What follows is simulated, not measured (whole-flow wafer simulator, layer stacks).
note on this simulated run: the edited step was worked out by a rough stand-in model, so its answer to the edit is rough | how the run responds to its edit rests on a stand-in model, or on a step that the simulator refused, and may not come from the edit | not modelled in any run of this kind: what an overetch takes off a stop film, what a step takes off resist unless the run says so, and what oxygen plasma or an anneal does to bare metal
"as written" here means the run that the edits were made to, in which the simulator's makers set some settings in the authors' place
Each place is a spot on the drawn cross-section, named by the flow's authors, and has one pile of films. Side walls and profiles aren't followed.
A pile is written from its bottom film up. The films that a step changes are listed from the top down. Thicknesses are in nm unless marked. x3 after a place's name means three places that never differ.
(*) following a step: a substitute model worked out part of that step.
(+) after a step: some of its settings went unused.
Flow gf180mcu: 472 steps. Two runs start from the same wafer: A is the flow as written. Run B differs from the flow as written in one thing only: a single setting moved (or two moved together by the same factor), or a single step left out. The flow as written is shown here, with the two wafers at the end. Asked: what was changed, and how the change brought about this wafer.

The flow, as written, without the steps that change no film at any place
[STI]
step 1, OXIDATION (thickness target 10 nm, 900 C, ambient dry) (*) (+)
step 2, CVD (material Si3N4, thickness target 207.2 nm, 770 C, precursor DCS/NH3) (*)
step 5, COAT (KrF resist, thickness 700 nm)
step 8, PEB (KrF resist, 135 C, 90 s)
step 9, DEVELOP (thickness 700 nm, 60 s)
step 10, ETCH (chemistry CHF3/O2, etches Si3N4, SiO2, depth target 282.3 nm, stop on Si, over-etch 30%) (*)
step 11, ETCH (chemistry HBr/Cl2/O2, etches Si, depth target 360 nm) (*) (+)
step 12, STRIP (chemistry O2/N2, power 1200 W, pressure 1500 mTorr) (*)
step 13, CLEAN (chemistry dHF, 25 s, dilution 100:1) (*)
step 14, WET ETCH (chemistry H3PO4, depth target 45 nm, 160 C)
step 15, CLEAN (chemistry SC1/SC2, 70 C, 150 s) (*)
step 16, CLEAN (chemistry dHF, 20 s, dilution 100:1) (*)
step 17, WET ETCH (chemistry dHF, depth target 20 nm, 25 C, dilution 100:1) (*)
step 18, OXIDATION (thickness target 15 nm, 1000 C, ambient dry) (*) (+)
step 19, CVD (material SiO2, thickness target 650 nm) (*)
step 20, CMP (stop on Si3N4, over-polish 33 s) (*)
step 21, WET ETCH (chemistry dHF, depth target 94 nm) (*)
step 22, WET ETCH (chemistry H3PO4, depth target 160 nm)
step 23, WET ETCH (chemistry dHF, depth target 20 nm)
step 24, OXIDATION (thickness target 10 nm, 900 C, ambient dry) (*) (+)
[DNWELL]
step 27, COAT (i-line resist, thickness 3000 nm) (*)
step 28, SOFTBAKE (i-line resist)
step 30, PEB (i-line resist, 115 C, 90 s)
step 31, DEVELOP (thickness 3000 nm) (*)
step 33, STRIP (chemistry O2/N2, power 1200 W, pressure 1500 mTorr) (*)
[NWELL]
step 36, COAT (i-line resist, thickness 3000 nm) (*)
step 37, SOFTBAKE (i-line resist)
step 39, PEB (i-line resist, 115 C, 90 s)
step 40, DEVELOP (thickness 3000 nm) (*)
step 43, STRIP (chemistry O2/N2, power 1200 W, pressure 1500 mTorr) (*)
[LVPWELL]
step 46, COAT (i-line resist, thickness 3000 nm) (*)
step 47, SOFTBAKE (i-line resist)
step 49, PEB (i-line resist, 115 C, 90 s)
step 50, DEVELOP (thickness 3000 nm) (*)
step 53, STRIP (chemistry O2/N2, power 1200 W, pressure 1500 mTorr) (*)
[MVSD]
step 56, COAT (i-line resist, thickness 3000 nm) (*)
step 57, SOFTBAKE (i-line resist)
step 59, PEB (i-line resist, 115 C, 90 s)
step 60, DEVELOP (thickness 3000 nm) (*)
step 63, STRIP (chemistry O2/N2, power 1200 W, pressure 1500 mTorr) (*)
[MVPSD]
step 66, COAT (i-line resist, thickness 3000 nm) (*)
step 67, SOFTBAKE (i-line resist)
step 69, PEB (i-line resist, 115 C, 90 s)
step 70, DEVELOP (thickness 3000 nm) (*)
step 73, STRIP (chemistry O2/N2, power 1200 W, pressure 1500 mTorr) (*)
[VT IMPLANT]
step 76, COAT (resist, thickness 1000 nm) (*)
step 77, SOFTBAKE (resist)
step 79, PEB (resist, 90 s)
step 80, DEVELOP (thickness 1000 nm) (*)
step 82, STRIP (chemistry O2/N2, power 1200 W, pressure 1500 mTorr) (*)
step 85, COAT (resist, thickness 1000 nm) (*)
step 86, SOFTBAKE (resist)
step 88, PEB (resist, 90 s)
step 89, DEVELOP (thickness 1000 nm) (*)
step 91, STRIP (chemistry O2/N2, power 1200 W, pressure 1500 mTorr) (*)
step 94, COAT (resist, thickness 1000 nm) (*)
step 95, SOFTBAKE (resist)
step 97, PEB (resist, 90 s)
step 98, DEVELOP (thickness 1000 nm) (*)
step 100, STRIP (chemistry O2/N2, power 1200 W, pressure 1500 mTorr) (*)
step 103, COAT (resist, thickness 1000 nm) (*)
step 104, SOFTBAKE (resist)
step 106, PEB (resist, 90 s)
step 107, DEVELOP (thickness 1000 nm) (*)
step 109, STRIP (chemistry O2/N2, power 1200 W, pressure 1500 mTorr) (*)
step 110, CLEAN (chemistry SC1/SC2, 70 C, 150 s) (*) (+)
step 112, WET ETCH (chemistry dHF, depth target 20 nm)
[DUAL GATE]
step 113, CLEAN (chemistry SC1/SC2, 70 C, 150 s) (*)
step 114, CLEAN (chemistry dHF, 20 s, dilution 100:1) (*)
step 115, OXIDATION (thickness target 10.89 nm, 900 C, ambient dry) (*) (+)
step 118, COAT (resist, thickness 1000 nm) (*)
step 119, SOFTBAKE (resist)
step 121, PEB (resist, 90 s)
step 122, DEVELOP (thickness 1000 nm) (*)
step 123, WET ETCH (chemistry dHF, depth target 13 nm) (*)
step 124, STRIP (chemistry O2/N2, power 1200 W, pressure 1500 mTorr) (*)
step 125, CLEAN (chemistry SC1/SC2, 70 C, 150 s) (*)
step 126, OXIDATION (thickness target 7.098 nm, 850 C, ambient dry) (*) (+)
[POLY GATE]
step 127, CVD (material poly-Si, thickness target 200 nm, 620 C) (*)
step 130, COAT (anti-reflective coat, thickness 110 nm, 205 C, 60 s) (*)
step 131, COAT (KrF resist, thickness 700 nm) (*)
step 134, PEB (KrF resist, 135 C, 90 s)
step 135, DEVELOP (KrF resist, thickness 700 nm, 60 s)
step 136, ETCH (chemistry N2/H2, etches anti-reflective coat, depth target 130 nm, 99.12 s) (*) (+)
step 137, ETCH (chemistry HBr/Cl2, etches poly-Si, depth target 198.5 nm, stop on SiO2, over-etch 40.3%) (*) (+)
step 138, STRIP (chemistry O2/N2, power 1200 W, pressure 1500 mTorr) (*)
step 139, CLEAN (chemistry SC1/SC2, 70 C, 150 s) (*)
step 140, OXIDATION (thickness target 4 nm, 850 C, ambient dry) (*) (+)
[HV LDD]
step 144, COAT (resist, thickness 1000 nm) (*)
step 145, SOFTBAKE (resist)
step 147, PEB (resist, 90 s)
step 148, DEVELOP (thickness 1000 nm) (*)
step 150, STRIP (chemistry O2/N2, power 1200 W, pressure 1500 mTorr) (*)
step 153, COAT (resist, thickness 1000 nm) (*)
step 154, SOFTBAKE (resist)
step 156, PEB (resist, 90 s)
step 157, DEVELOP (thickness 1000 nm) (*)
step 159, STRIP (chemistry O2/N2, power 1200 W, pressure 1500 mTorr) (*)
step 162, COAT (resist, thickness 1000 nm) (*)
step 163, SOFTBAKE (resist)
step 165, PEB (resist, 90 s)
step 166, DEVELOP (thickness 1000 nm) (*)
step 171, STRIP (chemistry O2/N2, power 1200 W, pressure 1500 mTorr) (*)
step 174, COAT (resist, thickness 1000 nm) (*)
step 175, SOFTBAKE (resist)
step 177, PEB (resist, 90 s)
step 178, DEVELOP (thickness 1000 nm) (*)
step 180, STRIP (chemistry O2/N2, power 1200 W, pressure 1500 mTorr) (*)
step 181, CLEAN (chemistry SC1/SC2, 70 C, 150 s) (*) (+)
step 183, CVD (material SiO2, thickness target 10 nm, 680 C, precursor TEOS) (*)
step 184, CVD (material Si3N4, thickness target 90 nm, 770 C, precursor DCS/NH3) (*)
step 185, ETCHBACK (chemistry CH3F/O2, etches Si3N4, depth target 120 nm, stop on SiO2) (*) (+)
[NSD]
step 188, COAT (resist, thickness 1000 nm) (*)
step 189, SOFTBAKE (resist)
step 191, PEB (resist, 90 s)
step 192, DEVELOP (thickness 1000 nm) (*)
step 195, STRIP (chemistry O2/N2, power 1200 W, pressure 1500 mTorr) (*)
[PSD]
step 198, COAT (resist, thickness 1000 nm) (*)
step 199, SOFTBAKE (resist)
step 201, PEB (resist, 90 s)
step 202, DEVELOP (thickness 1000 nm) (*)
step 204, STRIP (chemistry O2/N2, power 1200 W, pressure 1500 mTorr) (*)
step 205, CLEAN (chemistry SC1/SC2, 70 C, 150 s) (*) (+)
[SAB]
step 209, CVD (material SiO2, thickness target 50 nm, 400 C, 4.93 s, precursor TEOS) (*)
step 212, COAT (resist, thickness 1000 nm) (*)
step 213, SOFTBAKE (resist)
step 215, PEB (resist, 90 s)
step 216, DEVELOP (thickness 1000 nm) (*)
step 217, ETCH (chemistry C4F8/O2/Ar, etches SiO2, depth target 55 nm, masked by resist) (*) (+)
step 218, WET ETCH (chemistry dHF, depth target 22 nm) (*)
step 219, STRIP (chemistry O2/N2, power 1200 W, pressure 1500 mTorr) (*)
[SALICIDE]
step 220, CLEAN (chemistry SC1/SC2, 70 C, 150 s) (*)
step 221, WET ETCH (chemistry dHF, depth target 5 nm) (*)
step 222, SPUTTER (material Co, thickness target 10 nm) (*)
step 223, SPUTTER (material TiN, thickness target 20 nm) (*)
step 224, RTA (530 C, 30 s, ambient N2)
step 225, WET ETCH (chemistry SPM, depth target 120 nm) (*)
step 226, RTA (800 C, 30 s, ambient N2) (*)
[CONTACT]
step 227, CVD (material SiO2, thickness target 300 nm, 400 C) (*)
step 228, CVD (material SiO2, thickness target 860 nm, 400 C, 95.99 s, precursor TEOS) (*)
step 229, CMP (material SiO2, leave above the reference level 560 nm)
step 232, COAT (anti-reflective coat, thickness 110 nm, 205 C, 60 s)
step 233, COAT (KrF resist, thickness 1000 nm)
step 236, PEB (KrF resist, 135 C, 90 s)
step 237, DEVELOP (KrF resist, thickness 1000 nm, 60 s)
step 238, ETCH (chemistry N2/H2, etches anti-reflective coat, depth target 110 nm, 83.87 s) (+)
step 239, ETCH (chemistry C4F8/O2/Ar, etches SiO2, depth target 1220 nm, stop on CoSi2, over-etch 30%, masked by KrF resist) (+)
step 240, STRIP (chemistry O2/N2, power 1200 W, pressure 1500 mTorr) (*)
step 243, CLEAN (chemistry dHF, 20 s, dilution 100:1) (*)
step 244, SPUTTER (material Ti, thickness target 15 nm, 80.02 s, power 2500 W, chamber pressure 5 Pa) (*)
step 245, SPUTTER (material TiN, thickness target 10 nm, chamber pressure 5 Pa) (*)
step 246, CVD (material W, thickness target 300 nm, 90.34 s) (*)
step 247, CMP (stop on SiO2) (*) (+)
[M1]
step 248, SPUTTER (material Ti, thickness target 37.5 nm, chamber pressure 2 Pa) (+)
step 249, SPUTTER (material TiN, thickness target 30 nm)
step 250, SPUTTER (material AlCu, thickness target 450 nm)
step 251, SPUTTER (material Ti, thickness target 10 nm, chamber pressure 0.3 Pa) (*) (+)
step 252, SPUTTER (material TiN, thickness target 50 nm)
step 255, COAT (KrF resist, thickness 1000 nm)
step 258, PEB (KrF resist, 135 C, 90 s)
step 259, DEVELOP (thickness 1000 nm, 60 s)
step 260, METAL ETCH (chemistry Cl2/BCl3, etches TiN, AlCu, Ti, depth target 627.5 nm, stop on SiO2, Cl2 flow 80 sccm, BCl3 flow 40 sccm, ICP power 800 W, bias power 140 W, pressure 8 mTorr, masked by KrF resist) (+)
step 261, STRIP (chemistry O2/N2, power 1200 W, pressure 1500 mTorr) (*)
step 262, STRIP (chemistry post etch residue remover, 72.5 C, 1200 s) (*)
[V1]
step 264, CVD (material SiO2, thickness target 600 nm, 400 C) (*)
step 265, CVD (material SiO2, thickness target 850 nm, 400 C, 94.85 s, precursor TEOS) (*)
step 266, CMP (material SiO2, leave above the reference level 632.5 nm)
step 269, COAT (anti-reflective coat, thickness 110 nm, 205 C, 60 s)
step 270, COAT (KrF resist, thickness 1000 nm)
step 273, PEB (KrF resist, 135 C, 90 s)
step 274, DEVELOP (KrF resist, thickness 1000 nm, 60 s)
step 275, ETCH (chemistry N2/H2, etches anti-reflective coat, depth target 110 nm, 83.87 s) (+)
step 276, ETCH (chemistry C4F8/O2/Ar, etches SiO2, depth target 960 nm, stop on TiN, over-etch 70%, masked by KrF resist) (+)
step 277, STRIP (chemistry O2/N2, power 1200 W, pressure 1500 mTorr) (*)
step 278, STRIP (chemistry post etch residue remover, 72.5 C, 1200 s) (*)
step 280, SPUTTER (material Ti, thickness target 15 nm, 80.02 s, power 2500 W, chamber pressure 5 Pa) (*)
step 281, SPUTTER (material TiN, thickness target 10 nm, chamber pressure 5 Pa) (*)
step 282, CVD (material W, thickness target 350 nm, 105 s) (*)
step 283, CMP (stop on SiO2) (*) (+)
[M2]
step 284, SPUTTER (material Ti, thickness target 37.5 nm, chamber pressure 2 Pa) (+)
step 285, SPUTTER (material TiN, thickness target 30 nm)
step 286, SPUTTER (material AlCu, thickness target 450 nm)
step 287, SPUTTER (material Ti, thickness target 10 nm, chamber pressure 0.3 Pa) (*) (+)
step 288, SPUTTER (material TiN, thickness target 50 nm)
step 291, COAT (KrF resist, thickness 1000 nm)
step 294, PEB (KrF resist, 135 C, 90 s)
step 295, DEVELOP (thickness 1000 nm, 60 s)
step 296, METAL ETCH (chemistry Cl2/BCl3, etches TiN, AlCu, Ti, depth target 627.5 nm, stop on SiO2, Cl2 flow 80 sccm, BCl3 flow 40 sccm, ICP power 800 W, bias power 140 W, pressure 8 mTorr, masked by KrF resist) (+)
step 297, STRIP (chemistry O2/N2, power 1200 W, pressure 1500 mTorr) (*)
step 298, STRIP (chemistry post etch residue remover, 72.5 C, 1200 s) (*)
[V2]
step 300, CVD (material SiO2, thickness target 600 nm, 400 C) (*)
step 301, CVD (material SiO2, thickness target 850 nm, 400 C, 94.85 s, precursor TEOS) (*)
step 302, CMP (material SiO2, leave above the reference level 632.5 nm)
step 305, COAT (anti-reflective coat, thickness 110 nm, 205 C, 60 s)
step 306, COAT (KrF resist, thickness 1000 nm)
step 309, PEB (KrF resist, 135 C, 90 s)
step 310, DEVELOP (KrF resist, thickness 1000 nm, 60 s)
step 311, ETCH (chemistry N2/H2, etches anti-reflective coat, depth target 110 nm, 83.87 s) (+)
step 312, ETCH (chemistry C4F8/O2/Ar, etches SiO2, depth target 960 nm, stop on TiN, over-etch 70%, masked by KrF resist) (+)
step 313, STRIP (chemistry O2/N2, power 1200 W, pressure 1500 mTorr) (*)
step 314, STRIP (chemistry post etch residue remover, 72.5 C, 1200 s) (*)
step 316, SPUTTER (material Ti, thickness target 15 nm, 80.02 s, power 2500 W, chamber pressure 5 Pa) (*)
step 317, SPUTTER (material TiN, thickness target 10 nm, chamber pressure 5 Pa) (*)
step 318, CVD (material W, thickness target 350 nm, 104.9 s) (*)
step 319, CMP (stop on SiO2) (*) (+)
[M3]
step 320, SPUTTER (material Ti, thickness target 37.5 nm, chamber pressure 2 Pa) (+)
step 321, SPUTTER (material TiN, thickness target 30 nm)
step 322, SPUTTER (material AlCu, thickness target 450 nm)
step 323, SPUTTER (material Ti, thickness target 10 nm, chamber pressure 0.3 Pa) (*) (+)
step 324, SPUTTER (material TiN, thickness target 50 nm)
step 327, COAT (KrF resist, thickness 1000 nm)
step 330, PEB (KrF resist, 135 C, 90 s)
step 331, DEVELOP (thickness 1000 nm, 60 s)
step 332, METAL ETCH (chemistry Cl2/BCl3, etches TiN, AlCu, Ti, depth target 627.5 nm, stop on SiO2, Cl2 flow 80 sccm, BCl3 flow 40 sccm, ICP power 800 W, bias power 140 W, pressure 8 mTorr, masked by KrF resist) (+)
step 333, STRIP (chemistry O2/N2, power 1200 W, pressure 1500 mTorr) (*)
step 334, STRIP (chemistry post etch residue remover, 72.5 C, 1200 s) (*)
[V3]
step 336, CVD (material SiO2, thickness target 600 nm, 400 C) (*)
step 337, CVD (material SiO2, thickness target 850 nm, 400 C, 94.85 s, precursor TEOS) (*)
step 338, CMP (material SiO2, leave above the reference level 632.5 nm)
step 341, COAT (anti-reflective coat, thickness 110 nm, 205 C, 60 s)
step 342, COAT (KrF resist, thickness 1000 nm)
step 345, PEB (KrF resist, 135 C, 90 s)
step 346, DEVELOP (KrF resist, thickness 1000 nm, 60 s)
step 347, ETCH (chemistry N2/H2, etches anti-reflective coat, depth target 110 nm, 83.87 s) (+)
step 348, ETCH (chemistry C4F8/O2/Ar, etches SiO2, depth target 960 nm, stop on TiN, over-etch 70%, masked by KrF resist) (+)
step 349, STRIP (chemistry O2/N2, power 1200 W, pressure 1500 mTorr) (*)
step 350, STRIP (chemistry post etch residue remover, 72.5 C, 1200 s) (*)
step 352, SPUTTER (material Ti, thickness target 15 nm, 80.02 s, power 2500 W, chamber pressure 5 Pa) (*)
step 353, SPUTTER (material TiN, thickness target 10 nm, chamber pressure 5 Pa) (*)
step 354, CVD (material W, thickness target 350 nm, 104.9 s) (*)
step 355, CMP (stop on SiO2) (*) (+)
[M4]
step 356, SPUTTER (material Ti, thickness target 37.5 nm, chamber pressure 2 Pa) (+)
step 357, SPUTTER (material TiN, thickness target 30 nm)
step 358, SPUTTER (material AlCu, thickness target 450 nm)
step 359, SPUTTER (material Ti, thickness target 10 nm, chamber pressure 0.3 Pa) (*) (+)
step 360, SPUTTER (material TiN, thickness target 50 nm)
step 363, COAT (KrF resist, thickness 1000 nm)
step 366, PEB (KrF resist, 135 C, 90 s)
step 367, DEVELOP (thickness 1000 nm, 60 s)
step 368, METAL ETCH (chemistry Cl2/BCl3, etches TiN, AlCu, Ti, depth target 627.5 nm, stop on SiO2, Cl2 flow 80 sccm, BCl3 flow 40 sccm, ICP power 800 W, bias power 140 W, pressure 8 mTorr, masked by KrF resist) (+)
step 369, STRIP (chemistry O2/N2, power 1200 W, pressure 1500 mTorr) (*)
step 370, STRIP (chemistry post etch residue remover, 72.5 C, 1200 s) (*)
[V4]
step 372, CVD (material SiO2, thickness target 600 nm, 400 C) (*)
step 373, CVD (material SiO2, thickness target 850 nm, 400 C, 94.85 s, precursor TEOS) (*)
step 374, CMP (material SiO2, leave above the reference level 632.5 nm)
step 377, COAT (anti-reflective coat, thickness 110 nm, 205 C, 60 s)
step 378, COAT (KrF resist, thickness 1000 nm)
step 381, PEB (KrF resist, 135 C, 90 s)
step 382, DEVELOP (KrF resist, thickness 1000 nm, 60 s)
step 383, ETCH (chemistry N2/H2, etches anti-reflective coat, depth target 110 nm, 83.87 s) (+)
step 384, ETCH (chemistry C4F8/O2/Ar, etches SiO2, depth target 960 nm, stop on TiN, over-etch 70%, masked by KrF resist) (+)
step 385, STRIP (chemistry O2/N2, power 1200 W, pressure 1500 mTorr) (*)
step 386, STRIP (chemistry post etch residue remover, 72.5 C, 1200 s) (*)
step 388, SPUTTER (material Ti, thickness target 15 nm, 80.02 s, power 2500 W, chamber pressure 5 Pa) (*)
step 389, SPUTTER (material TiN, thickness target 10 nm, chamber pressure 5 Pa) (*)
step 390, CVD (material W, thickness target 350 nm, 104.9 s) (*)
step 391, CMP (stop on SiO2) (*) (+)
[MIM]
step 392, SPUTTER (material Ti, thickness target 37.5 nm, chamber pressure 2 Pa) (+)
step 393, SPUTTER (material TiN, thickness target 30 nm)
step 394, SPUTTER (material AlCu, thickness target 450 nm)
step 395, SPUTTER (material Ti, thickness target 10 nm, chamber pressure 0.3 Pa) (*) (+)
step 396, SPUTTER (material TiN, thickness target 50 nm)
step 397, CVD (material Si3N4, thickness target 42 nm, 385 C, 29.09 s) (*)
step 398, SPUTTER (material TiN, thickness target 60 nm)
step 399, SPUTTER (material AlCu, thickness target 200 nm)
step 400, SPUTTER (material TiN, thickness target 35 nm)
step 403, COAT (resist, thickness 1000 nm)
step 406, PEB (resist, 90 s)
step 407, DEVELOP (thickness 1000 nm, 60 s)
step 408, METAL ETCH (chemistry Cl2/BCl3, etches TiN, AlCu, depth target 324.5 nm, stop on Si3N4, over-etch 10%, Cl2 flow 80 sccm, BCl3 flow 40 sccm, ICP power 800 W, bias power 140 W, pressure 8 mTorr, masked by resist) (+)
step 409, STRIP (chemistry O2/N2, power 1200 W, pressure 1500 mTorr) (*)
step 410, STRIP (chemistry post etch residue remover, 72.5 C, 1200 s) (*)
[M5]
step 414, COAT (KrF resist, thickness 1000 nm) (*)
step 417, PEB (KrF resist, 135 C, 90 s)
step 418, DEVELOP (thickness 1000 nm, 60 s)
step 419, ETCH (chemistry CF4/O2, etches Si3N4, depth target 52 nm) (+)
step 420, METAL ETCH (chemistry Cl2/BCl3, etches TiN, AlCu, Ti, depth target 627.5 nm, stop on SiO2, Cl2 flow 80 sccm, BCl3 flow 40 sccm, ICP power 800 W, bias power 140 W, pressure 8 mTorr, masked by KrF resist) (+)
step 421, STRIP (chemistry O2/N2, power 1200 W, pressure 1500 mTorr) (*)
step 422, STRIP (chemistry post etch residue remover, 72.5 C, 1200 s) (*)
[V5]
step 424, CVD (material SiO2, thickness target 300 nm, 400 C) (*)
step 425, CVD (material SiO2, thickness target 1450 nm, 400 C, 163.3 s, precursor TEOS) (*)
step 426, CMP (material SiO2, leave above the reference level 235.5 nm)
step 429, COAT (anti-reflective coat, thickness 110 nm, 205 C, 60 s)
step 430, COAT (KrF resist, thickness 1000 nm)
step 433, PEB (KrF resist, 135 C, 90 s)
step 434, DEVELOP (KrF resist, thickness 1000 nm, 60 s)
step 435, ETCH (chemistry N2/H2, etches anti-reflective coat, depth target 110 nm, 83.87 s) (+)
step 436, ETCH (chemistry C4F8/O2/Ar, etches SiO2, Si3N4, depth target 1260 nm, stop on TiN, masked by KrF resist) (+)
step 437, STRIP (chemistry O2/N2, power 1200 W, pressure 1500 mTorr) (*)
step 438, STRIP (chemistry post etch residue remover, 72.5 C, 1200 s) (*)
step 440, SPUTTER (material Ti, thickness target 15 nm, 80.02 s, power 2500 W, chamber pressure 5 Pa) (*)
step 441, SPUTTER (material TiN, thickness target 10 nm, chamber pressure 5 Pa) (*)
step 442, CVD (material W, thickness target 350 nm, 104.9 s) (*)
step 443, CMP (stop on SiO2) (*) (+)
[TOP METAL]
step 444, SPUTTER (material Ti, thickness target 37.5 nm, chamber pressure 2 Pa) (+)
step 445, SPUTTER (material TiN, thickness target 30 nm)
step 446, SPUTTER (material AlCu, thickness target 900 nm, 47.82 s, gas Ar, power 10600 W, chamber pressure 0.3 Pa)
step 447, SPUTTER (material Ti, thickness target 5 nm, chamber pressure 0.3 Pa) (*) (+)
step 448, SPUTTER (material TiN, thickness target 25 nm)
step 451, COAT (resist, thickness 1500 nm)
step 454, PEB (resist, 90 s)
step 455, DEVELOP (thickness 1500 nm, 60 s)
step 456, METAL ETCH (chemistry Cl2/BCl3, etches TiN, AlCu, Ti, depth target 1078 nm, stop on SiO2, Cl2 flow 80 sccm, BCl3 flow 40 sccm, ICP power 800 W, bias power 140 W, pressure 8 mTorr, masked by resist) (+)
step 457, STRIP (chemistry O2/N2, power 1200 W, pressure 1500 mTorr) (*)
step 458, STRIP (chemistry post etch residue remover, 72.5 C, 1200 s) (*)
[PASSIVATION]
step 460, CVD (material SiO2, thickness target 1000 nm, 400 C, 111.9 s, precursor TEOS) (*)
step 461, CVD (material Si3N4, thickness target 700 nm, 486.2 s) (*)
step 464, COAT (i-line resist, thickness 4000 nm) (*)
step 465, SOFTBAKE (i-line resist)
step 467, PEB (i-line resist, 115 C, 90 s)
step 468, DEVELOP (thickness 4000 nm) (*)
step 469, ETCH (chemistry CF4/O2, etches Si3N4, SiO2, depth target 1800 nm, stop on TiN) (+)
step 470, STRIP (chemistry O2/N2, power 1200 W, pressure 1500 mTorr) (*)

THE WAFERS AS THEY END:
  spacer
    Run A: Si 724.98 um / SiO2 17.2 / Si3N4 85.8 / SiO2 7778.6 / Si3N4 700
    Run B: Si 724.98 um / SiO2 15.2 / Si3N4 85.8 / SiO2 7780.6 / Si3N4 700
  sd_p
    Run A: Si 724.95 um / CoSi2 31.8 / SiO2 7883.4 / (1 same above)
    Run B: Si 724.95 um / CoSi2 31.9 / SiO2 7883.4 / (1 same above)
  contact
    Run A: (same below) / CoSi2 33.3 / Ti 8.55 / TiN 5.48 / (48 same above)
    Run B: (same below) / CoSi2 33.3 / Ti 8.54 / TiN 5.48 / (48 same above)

Cause: step 183, CVD: thickness target 8 nm was run, though the flow has thickness target 10 nm.

The path from the change to this, step by step:
  step 183, CVD (material SiO2, thickness target 10 nm, 680 C, precursor TEOS) (*)
      field, field__w1, field__w2 and 99 more: A +10 SiO2 | B +8 SiO2
      ld_drift_p: A +9.87 SiO2 | B +7.9 SiO2
      (also at 1 further place)
  step 189, SOFTBAKE (resist)
      field: A +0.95 resist | B nothing
      nw_sep_fld: A +1.07 resist | B -0.06 resist
      (also at 2 further places)
  step 199, SOFTBAKE (resist)
      field: A +0.95 resist | B nothing
      nw_sep_fld: A +1.07 resist | B -0.06 resist
      (also at 2 further places)
  step 218, WET ETCH (chemistry dHF, depth target 22 nm) (*)
      gate, gate_hv, gate_p and 23 more: A -5.48 SiO2 (all of it) | B -3.48 SiO2 (all of it)
      active, p_well, sd_n, iso_ptap_pw, iso_ntap_nw, iso_ptap_sub, vpnp_e: A -9.01 SiO2 (all of it) | B -7.01 SiO2 (all of it)
      (also at 16 further places)
